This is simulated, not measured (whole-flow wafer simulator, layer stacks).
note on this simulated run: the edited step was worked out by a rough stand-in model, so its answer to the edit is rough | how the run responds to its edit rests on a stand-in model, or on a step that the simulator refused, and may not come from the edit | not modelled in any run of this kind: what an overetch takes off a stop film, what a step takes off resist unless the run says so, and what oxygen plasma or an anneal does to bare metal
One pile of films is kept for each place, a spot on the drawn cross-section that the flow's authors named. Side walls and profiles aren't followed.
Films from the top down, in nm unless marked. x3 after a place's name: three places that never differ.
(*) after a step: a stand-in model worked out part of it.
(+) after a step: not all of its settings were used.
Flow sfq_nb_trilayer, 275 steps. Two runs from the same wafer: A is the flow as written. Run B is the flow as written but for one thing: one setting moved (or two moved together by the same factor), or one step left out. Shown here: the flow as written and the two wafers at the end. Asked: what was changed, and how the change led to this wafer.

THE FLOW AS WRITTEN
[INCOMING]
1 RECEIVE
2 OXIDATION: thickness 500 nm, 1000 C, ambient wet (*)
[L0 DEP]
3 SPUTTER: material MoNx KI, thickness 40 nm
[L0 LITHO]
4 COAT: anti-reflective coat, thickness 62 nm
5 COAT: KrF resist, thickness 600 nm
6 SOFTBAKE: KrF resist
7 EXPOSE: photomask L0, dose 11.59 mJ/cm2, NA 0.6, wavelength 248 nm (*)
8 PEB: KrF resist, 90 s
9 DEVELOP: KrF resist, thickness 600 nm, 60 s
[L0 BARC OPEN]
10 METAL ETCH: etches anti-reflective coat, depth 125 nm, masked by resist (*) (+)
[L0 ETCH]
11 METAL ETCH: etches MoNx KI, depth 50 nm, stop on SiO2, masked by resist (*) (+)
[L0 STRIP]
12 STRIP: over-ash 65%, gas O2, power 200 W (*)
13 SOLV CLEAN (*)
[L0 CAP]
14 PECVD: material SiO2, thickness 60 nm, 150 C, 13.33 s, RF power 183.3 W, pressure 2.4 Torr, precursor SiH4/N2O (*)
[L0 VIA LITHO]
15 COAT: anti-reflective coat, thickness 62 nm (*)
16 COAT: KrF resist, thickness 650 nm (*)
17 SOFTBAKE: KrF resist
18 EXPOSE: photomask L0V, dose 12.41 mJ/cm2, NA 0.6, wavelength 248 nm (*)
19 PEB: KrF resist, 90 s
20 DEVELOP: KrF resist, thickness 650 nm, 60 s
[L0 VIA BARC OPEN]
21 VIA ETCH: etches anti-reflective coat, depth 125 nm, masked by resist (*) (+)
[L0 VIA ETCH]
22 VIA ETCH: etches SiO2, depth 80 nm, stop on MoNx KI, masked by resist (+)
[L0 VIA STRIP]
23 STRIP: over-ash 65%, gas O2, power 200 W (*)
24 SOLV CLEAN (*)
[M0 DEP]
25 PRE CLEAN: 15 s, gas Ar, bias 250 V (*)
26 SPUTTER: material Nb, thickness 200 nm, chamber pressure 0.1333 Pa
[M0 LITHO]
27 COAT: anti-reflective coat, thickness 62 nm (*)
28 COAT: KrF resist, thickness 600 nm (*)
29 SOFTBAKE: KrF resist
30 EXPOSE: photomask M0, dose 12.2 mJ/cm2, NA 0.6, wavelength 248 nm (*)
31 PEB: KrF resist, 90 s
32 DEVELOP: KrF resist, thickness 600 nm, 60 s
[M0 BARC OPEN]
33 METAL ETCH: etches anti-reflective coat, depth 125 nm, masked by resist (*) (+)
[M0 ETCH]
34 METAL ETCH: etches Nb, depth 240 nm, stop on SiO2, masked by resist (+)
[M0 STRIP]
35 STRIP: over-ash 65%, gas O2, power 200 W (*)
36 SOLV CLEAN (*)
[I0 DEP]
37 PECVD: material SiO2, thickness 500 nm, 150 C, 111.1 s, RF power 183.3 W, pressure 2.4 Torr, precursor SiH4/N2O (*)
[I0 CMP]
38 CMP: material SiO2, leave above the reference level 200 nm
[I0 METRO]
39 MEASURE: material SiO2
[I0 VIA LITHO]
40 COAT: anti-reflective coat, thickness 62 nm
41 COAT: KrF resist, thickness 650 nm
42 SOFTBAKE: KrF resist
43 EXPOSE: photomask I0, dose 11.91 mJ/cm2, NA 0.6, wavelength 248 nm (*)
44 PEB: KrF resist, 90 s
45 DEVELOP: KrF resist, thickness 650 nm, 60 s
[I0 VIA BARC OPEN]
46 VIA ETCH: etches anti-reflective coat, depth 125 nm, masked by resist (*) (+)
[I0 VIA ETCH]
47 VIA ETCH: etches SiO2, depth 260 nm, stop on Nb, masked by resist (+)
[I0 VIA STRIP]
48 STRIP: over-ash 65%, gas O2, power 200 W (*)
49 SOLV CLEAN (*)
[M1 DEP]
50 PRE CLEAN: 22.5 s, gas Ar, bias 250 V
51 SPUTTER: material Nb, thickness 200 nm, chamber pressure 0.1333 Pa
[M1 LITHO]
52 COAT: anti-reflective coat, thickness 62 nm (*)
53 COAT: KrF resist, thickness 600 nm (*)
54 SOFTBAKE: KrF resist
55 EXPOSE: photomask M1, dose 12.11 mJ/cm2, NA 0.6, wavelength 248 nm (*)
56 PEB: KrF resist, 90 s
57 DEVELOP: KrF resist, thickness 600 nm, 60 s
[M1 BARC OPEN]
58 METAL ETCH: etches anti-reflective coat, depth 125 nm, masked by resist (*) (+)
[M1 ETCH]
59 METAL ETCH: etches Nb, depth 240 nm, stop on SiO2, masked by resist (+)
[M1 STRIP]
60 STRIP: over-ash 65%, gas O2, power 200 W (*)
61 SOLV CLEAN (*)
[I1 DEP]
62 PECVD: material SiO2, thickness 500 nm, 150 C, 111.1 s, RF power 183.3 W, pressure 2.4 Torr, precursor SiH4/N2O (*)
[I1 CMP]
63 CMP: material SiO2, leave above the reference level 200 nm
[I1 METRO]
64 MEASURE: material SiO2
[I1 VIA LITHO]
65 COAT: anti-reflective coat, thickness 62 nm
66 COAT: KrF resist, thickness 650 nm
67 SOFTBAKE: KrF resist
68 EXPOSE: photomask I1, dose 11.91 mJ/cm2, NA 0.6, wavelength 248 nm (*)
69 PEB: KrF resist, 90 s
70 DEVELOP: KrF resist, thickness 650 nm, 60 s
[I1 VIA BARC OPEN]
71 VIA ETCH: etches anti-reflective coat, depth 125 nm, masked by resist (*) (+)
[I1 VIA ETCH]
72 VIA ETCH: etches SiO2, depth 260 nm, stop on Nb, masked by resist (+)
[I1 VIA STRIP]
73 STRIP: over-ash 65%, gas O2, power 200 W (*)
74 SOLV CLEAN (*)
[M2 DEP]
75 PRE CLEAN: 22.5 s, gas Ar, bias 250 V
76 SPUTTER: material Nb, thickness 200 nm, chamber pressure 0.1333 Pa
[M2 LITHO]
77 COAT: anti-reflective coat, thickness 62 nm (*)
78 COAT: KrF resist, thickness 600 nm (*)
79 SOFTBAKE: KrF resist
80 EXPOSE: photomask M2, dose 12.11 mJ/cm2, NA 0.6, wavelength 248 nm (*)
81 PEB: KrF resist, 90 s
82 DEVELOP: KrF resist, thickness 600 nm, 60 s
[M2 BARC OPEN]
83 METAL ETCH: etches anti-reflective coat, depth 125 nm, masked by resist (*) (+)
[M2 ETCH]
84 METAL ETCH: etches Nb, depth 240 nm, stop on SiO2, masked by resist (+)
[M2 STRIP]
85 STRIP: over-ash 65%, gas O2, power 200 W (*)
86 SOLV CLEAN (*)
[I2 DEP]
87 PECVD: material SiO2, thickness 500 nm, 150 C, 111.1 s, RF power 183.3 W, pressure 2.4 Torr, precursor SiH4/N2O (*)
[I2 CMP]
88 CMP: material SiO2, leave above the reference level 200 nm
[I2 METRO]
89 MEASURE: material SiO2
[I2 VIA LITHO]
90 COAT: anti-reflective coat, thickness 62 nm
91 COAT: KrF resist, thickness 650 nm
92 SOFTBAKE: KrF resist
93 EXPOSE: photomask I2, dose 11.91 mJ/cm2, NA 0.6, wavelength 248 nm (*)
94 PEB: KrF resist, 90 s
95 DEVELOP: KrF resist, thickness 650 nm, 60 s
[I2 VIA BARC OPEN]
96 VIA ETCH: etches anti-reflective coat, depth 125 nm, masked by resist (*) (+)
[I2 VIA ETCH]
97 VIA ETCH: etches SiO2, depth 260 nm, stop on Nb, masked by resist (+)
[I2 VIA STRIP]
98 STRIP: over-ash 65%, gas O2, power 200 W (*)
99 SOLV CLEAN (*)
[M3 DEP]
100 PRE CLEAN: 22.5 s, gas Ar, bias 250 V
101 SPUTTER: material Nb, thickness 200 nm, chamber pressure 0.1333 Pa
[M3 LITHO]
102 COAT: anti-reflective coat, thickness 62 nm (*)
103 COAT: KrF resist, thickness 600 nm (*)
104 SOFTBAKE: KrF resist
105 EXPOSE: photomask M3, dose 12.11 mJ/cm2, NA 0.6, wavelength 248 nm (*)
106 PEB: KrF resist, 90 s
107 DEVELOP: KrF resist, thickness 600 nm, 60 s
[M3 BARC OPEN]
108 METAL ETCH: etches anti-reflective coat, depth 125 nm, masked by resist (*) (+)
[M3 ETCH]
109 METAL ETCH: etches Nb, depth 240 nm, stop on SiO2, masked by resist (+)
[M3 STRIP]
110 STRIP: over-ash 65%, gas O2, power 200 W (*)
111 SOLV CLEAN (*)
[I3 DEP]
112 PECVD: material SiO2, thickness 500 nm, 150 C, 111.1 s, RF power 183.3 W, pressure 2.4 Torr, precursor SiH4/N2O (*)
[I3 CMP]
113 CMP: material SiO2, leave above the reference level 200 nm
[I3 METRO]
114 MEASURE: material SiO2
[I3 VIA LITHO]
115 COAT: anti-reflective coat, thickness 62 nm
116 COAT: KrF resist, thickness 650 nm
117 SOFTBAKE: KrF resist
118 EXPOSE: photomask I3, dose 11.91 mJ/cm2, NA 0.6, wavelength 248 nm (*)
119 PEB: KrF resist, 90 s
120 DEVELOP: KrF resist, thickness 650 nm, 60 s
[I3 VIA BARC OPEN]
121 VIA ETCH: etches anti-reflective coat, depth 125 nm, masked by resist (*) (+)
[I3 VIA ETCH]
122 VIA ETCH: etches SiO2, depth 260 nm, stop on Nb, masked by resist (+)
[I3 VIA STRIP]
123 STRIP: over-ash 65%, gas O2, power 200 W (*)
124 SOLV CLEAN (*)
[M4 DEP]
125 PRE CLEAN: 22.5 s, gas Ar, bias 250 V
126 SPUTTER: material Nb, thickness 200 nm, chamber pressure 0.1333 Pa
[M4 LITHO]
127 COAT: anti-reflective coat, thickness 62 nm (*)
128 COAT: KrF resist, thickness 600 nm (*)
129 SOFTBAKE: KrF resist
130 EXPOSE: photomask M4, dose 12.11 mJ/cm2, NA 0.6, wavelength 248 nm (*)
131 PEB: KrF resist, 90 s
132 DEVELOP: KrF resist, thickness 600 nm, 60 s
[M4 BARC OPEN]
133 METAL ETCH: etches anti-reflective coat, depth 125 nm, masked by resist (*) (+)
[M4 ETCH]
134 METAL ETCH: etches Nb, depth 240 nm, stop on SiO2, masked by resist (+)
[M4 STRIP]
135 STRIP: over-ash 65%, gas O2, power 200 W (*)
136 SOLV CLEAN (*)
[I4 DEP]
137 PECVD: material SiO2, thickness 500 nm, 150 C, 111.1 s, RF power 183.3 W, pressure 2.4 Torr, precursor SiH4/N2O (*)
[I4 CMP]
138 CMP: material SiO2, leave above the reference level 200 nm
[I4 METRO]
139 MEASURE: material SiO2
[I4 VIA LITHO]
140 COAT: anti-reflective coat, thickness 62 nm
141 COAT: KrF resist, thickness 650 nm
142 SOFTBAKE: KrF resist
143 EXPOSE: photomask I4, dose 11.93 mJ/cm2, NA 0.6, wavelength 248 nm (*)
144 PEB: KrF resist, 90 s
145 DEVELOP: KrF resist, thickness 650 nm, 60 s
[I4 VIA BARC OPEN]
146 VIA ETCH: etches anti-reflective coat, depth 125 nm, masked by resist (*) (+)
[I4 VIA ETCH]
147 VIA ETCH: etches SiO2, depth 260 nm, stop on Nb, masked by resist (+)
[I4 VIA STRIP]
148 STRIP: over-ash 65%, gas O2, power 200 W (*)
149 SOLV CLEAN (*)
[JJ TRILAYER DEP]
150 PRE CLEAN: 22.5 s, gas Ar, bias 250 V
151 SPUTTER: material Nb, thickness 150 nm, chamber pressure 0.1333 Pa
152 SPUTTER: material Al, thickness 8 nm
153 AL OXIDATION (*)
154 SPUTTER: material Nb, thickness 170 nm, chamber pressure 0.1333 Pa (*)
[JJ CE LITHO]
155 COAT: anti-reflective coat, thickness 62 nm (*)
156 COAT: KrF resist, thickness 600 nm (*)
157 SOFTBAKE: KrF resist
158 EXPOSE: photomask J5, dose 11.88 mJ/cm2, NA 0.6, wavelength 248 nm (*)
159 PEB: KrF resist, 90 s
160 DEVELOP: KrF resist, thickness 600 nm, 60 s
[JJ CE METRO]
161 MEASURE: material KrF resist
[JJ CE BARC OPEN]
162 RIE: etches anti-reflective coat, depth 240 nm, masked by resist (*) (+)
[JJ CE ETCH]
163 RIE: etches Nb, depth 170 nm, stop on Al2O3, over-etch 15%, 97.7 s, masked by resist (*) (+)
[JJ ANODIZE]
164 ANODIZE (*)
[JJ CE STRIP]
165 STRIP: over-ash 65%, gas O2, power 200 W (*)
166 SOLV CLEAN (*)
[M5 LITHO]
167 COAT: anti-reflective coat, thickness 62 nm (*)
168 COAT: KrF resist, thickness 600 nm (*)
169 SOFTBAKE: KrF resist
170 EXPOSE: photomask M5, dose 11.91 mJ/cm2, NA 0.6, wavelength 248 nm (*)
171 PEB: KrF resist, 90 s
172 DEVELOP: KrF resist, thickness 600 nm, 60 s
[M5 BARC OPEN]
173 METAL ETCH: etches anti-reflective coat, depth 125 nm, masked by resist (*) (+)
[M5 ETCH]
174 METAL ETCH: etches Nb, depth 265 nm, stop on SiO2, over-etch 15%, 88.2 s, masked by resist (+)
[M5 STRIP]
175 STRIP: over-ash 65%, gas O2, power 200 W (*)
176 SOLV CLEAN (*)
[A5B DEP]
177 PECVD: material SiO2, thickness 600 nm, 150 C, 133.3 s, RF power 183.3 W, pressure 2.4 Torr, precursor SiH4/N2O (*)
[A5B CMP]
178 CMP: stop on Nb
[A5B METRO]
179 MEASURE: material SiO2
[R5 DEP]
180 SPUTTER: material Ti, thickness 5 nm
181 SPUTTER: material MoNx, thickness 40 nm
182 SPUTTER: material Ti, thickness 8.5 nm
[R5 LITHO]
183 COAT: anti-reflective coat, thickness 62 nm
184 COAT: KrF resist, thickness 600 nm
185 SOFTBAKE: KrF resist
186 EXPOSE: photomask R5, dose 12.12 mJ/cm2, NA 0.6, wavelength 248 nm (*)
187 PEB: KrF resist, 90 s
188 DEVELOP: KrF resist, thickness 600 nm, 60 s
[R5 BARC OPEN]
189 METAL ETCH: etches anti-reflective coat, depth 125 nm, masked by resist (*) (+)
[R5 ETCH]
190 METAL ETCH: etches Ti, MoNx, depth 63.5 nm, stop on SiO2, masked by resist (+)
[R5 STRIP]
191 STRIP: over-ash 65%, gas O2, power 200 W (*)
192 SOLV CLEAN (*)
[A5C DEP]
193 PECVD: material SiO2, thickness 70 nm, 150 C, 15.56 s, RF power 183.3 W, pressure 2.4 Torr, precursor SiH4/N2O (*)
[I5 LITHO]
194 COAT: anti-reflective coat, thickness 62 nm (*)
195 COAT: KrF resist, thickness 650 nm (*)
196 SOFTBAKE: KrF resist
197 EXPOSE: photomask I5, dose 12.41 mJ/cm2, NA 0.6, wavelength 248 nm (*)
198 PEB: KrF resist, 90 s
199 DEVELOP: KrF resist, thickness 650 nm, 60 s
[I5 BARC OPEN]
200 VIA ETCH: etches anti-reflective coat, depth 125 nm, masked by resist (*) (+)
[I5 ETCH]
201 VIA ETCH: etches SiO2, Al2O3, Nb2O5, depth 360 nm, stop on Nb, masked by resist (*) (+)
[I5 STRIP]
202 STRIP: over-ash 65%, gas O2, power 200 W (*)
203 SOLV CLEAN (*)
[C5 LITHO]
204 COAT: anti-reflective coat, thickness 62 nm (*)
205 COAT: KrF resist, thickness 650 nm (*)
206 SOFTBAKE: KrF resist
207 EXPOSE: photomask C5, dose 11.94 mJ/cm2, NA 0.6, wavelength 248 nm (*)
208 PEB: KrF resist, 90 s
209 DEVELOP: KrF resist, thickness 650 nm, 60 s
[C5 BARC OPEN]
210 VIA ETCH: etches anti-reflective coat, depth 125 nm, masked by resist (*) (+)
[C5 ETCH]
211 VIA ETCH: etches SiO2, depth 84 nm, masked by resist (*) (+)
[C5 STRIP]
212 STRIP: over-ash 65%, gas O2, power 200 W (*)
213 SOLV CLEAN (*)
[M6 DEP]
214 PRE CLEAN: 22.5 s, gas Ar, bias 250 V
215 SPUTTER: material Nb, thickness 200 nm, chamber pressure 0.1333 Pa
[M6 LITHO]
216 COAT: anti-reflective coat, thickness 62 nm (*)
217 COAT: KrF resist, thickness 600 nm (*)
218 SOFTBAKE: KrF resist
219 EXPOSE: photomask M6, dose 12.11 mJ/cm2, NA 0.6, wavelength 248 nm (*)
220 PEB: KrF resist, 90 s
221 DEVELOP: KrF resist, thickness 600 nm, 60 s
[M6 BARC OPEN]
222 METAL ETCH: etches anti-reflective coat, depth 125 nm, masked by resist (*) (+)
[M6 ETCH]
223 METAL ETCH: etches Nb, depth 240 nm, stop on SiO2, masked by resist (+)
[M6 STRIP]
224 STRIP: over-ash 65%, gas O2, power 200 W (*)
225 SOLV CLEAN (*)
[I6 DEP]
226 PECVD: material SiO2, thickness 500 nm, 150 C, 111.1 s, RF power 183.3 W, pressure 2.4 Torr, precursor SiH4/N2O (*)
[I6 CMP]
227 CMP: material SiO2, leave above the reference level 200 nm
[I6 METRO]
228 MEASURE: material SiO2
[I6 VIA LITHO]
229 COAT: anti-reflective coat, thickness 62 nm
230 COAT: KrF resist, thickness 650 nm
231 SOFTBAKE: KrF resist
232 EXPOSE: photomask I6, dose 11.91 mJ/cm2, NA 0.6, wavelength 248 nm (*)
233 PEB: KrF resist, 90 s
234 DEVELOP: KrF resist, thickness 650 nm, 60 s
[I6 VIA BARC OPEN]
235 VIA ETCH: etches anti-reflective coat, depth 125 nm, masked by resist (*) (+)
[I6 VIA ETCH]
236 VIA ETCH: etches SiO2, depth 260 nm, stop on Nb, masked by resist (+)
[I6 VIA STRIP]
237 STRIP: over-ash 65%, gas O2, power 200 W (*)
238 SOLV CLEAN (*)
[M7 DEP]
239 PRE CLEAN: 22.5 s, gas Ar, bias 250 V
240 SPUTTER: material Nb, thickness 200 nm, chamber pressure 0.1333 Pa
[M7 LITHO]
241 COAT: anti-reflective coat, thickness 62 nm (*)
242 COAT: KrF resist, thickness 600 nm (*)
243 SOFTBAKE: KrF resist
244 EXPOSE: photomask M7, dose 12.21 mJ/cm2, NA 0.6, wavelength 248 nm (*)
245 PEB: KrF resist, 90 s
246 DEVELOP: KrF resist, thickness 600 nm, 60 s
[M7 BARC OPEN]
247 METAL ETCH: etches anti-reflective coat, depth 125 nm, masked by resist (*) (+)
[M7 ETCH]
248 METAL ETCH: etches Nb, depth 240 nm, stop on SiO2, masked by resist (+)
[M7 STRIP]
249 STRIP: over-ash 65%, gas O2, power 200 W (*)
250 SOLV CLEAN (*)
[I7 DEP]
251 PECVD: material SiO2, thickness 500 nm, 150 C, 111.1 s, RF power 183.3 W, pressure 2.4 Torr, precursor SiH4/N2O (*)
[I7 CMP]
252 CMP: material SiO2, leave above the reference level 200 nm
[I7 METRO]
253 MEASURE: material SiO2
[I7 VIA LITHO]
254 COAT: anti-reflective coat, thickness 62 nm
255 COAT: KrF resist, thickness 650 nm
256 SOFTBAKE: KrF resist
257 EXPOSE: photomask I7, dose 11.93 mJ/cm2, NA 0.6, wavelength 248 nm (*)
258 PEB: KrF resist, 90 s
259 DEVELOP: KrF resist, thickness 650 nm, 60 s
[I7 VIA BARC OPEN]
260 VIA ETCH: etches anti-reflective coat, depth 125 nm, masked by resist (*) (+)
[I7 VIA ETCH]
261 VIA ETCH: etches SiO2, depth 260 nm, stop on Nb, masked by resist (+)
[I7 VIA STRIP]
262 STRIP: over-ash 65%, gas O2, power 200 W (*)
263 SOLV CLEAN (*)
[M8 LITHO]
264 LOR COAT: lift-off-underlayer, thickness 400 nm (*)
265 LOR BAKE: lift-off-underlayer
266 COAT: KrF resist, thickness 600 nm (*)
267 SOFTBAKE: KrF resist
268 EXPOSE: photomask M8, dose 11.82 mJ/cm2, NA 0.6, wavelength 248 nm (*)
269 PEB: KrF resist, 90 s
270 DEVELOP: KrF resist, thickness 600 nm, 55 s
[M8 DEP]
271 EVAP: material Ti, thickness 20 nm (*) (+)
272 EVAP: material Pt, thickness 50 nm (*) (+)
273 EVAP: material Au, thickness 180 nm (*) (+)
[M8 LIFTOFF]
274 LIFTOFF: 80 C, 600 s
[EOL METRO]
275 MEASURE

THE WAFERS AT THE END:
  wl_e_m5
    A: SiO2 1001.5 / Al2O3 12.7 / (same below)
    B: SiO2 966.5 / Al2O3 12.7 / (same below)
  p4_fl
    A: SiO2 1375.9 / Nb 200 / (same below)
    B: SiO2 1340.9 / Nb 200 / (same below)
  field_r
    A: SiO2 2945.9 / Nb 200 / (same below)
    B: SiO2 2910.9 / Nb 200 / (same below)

The cause: step 193, PECVD: thickness 35 nm was run, where the flow has thickness 70 nm; step 193, PECVD: 7.778 s was run, where the flow has 15.56 s.

How the change led to this, step by step:
  193 PECVD: material SiO2, thickness 70 nm, 150 C, 15.56 s, RF power 183.3 W, pressure 2.4 Torr, precursor SiH4/N2O (*)
      field_l, v_sur, via_wl and 92 more: A SiO2 +70 | B SiO2 +35
      ce_l, c5j, ce_r and 8 more: A SiO2 +70 (new film) | B SiO2 +35 (new film)
  201 VIA ETCH: etches SiO2, Al2O3, Nb2O5, depth 360 nm, stop on Nb, masked by resist (*) (+)
      be: A SiO2 -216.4 (all of it), Al2O3 -12.7 (all of it), Nb2O5 -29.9 (all of it) | B SiO2 -181.4 (all of it), Al2O3 -12.7 (all of it), Nb2O5 -29.9 (all of it)
  204 COAT: anti-reflective coat, thickness 62 nm (*)
      wire: A anti-reflective coat +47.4 (new film) | B anti-reflective coat +48.5 (new film)
      be: A anti-reflective coat +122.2 (new film) | B anti-reflective coat +116.9 (new film)
      (and at 1 more place)
  205 COAT: KrF resist, thickness 650 nm (*)
      be: A KrF resist +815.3 (new film) | B KrF resist +790.4 (new film)
  211 VIA ETCH: etches SiO2, depth 84 nm, masked by resist (*) (+)
      field_l, v_sur, via_wl and 97 more: A KrF resist -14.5 | B KrF resist -9.01
      be, moat, lsp_l, r5r_line_c: A KrF resist -14.5 | B KrF resist -9.02
      (and at 2 more places)
  212 STRIP: over-ash 65%, gas O2, power 200 W (*)
      wire: A KrF resist -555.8 (all of it), anti-reflective coat -47.4 (all of it) | B KrF resist -563.1 (all of it), anti-reflective coat -48.5 (all of it)
      be: A KrF resist -728.2 (all of it), anti-reflective coat -122.2 (all of it) | B KrF resist -708.7 (all of it), anti-reflective coat -116.9 (all of it)
      (and at 1 more place)
  215 SPUTTER: material Nb, thickness 200 nm, chamber pressure 0.1333 Pa
      be: A Nb +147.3 | B Nb +155.4
      c5j: A Nb +188.4 | B Nb +197.1
      (and at 1 more place)
  216 COAT: anti-reflective coat, thickness 62 nm (*)
      wire: A anti-reflective coat +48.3 (new film) | B anti-reflective coat +49.4 (new film)
      be: A anti-reflective coat +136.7 (new film) | B anti-reflective coat +130.2 (new film)
      (and at 9 more places)
  217 COAT: KrF resist, thickness 600 nm (*)
      be: A KrF resist +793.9 (new film) | B KrF resist +763.9 (new film)
      c5j: A KrF resist +636 (new film) | B KrF resist +621.6 (new film)
      (and at 1 more place)
  224 STRIP: over-ash 65%, gas O2, power 200 W (*)
      wire: A KrF resist -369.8 (all of it), anti-reflective coat -48.3 (all of it) | B KrF resist -372.7 (all of it), anti-reflective coat -49.4 (all of it)
      be: A KrF resist -575.8 (all of it), anti-reflective coat -136.7 (all of it) | B KrF resist -545.9 (all of it), anti-reflective coat -130.2 (all of it)
      (and at 9 more places)
  226 PECVD: material SiO2, thickness 500 nm, 150 C, 111.1 s, RF power 183.3 W, pressure 2.4 Torr, precursor SiH4/N2O (*)
      be: A SiO2 +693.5 (new film) | B SiO2 +650.5 (new film)
      c5j: A SiO2 +514.7 (new film) | B SiO2 +500 (new film)
  227 CMP: material SiO2, leave above the reference level 200 nm
      c5j: A SiO2 -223 | B SiO2 -251.7
      res: A SiO2 -279.4 | B SiO2 -321.5
